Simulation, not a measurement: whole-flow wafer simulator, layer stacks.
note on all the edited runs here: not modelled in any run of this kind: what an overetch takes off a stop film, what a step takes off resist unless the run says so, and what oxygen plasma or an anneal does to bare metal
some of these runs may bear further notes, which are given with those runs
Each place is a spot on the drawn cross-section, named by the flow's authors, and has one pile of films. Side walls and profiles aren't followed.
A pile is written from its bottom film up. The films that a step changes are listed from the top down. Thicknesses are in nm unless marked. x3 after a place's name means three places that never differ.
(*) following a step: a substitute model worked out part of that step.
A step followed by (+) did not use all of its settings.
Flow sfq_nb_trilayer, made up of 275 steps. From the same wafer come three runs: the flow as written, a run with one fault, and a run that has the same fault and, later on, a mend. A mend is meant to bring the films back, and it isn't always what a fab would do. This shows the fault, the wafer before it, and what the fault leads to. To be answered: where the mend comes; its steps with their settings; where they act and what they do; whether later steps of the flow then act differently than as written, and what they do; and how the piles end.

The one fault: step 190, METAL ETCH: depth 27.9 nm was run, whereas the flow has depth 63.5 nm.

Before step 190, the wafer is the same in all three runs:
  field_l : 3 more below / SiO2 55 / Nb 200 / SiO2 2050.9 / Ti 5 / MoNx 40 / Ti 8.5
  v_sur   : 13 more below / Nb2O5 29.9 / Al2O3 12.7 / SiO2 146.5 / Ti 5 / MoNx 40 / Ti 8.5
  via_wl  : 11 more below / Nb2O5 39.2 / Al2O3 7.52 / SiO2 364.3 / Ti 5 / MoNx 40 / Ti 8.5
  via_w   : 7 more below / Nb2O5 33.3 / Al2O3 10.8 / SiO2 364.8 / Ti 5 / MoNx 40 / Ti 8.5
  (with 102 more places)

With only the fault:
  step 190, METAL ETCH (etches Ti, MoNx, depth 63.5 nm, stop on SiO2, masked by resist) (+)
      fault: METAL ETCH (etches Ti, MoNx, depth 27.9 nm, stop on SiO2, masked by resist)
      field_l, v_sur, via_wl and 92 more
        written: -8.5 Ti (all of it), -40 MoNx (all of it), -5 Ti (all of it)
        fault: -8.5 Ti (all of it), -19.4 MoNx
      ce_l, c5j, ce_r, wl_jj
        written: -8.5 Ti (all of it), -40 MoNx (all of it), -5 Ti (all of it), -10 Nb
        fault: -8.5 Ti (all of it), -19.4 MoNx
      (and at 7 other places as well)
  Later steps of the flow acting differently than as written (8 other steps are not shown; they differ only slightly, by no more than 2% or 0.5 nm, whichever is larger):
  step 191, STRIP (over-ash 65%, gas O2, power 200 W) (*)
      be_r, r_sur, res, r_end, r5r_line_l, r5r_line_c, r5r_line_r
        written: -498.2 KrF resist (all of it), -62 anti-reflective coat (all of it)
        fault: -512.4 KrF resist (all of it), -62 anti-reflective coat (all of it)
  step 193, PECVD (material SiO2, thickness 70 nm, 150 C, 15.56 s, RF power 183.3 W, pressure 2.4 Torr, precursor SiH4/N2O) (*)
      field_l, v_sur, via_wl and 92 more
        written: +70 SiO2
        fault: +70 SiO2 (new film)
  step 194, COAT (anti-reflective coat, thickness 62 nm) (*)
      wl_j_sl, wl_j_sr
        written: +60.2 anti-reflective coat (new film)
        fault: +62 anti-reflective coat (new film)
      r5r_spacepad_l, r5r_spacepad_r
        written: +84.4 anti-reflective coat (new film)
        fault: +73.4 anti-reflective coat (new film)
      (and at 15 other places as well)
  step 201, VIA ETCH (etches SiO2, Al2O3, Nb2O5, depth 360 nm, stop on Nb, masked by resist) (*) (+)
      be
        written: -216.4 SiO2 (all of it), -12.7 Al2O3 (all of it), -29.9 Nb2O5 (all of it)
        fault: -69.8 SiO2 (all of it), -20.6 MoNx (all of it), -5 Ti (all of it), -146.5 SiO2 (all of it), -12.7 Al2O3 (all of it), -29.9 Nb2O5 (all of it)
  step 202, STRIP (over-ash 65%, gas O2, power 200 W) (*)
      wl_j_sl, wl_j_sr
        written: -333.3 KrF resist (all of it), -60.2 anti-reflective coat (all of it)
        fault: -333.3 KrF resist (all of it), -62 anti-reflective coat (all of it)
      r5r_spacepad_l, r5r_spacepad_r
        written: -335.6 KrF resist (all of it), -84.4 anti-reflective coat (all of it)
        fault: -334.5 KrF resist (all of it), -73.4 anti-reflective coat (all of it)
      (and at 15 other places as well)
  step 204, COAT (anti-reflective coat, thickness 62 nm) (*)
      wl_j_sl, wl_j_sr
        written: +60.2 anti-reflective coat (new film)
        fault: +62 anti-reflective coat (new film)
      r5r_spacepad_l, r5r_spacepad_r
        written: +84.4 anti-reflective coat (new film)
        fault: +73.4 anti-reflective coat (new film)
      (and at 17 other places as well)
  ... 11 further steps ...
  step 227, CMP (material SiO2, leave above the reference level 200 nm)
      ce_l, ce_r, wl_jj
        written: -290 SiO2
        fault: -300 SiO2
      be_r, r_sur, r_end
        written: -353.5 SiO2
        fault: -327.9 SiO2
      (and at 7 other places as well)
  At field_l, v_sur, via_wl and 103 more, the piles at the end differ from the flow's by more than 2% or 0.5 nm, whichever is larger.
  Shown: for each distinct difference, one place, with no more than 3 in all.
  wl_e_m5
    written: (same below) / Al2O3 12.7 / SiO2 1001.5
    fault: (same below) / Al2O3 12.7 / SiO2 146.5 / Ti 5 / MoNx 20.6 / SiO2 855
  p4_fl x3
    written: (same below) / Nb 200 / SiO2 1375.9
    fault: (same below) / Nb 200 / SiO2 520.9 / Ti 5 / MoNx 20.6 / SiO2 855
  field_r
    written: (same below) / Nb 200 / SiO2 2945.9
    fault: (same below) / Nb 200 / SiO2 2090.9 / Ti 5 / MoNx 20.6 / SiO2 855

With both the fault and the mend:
  The mend stands after step 190.
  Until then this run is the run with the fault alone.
  step 190a, METAL ETCH (etches Ti, MoNx, depth 35.6 nm, stop on SiO2, masked by resist) (+) (a further turn of the flow's step 190, with different settings)
      field_l, v_sur, via_wl and 92 more
        -20.6 MoNx (all of it), -5 Ti (all of it)
      be_r, r_sur, res, r_end, r5r_line_l, r5r_line_c, r5r_line_r
        -14.2 KrF resist
      ce_l, c5j, ce_r, wl_jj
        -20.6 MoNx (all of it), -5 Ti (all of it), -10 Nb
  None of the later steps of the flow acts differently than as written at any place that is followed.
  The piles end the same as the flow's at every place that both follow.
